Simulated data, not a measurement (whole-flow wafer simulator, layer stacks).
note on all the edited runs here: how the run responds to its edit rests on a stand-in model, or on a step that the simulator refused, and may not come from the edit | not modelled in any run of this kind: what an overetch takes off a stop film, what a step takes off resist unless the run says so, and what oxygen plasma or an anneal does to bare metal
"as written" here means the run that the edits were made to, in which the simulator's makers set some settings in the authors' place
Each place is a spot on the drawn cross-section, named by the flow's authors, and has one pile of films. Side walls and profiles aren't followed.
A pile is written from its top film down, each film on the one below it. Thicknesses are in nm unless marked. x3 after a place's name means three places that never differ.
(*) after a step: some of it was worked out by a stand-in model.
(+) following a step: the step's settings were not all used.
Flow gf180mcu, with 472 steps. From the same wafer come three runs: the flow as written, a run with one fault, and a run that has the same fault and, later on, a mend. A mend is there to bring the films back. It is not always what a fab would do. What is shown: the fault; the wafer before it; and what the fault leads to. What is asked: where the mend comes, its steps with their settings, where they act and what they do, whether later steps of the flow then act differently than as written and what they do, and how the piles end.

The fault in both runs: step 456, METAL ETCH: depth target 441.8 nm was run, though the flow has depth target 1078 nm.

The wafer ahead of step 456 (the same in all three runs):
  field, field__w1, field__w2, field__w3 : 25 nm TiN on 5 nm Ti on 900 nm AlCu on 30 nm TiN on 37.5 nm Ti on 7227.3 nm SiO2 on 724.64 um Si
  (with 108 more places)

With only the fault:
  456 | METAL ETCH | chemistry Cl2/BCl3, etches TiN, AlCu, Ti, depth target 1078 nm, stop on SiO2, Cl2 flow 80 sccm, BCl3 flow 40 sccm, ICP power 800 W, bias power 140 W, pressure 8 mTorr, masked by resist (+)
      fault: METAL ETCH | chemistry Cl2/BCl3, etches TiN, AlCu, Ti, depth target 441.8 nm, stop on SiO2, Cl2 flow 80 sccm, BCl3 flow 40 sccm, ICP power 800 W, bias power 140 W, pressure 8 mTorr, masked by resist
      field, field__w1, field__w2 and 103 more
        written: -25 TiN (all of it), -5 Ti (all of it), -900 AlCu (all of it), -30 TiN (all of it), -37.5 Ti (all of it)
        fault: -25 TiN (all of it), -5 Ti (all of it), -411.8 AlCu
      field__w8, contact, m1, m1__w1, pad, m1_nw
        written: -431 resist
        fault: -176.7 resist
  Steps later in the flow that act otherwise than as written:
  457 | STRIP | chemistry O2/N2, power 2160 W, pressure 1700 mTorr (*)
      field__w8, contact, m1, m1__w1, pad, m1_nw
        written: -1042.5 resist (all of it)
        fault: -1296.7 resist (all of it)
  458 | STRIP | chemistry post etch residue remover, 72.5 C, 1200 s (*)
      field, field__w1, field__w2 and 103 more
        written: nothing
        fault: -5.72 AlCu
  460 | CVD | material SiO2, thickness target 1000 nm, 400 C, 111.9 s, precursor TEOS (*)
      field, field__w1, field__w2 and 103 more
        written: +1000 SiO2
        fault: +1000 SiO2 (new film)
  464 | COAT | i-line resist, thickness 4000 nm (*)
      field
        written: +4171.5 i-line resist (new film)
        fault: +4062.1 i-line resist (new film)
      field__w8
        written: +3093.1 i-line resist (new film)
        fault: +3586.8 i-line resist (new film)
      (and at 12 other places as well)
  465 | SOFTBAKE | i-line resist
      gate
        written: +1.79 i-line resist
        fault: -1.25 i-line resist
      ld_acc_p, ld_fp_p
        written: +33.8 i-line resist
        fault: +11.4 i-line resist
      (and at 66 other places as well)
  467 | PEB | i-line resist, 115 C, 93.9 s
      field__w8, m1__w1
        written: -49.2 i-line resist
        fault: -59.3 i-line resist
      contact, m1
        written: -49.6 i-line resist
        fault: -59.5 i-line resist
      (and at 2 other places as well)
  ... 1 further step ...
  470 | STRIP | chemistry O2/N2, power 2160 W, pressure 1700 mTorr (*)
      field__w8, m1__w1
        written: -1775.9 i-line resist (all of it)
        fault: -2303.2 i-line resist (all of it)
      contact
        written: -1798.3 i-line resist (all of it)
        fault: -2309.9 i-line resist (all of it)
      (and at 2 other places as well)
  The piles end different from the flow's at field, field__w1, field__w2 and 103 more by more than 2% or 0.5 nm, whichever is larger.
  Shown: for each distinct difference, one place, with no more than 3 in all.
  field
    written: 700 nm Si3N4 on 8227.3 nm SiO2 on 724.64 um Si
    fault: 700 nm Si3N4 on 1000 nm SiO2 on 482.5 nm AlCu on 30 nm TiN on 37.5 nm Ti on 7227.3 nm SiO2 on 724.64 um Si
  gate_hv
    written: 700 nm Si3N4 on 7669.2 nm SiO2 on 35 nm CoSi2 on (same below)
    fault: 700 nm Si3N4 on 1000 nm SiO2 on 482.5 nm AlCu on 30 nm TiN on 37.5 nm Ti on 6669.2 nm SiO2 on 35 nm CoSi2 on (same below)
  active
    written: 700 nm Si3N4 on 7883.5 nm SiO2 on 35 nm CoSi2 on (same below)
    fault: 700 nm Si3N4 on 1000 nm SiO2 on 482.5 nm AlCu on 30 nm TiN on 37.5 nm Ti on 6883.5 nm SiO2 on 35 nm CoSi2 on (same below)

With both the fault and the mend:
  The mend follows step 458.
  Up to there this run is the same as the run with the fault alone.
  458a | DEHYDRATE | 200 C, 60 s (the flow's step 449, run once more)
      alters no film at any place that is followed
  458b | HMDS | 120 C, 60 s (the flow's step 450, run once more)
      alters no film at any place that is followed
  458c | COAT | resist, thickness 1500 nm (*) (the flow's step 451, run once more)
      iso_ptap_pw, iso_ntap_nw, iso_nw_fld and 33 more
        +1500 resist (new film)
      field_sub, field_sub__w1, field_sub__w2 and 6 more
        +1506 resist (new film)
      field_sub__w4, ld_gate_p, ld_acc_p, ld_fp_p, ld_drift_p, ld_drn_p, ld_body_p_dnw
        +1505.9 resist (new film)
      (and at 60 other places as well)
  458d | SOFTBAKE | resist (the flow's step 452, run once more)
      field__w6, gate_hv5
        -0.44 resist
      field__w13, field_sub__w1
        -0.45 resist
      field_sub__w4, nplus_u
        -0.09 resist
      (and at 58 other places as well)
  458e | EXPOSE | photomask MetalTop (the flow's step 453, run once more)
      alters no film at any place that is followed
  458f | PEB | resist, 70.3 s (the flow's step 454, run once more)
      field__w2, field__w3, field__w5 and 46 more
        -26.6 resist
      iso_ptap_pw, iso_ntap_nw, iso_nw_fld and 33 more
        -26.5 resist
      gate_hv, nw_enc_fld_lv, nw_enc_fld_lv__w3, polyc_n, polyc_n_rim, gate_p_hv5
        -26.9 resist
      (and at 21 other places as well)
  458g | DEVELOP | thickness 1500 nm, 60 s (the flow's step 455, run once more)
      iso_ptap_pw, iso_ntap_nw, iso_nw_fld and 33 more
        -1473.5 resist (all of it)
      field__w7, field__w11, field__w13, mim, pplus_u, ppoly_u, npoly_sal
        -1479.7 resist (all of it)
      field_sub__w4, ld_sd_n, ld_acc_p, ld_fp_p, ld_drift_p, ld_drn_p, ld_body_p_dnw
        -1479.2 resist (all of it)
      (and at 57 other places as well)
  458h | METAL ETCH | chemistry Cl2/BCl3, etches TiN, AlCu, Ti, depth target 635.7 nm, stop on SiO2, Cl2 flow 80 sccm, BCl3 flow 40 sccm, ICP power 800 W, bias power 140 W, pressure 8 mTorr, masked by resist (+) (the flow's step 456, run once more with other settings)
      field, field__w1, field__w2 and 103 more
        -482.5 AlCu (all of it), -30 TiN (all of it), -37.5 Ti (all of it)
      field__w8, contact, m1, m1__w1, pad, m1_nw
        -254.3 resist
  458i | STRIP | chemistry O2/N2, power 2160 W, pressure 1700 mTorr (*) (the flow's step 457, run once more)
      field__w8
        -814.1 resist (all of it)
      contact
        -813.1 resist (all of it)
      m1
        -813.2 resist (all of it)
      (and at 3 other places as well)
  458j | STRIP | chemistry post etch residue remover, 72.5 C, 1200 s (*) (the flow's step 458, run once more)
      field__w8, contact, m1, m1__w1, pad, m1_nw
        -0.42 TiN
  Later steps of the flow that are run all act as written at every place that is followed, up to a difference of at most 2% or 0.5 nm, whichever is larger.
  When the end is reached, the piles differ only a little from the flow's at the places that both follow, at most by 2% or 0.5 nm, whichever is larger.
